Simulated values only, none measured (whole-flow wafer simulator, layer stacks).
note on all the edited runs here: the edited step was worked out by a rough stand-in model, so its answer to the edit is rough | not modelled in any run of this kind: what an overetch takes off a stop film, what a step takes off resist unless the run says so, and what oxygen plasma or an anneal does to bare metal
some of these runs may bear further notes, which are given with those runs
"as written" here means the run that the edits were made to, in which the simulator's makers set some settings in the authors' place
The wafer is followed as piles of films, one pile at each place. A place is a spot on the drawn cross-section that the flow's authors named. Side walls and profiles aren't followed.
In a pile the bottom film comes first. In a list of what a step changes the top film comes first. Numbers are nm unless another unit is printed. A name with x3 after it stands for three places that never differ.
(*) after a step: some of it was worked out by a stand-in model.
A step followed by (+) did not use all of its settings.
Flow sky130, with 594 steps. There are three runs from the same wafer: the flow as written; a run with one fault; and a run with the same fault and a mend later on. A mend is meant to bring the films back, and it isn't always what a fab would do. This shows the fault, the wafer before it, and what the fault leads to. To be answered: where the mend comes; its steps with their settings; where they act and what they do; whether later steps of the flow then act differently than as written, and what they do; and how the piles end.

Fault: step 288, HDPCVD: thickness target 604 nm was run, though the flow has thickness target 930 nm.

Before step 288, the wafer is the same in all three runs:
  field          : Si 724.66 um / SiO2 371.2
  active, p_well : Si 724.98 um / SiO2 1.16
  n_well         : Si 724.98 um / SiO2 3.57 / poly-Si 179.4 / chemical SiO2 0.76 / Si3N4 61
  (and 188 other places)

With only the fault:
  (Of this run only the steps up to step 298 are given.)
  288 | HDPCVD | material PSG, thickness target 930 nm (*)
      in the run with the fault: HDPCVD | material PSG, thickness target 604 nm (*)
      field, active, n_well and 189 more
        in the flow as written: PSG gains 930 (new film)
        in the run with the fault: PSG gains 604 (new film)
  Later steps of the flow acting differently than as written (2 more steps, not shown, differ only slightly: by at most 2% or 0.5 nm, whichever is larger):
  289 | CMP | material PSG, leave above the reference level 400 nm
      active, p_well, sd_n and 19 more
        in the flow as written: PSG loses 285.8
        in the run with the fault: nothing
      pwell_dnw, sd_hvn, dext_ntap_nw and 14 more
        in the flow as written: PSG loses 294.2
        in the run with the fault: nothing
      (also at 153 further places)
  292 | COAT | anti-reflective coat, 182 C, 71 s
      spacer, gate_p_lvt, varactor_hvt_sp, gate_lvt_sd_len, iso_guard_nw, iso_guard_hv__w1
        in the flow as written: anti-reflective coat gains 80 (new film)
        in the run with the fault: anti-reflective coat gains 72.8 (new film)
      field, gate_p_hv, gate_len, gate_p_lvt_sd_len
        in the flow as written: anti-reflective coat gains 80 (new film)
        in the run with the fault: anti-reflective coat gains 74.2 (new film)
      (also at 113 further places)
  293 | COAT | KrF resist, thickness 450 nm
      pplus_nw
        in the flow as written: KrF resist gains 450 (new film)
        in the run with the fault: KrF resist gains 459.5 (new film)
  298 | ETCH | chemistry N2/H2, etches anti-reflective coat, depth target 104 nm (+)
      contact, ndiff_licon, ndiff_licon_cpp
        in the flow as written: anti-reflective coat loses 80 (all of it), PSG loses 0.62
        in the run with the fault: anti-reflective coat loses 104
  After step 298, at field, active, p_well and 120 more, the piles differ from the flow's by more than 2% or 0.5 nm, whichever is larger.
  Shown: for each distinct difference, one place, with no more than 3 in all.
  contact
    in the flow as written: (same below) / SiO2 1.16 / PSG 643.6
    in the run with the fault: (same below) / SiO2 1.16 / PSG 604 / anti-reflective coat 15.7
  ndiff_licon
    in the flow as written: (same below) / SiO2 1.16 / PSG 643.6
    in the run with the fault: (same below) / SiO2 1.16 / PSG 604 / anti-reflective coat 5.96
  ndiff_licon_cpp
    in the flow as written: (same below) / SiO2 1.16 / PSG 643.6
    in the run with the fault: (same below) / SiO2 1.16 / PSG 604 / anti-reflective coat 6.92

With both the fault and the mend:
  The mend follows step 288.
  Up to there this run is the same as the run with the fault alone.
  288a | HDPCVD | material PSG, thickness target 326 nm (*) (a further turn of the flow's step 288, with different settings)
      field, active, n_well and 189 more
        PSG gains 326
  None of the later steps of the flow differs from how it acts as written, at any place that is followed, by more than 2% or 0.5 nm, whichever is larger.
  At the end the piles are close to the flow's at the places that both follow, differing by at most 2% or 0.5 nm, whichever is larger.
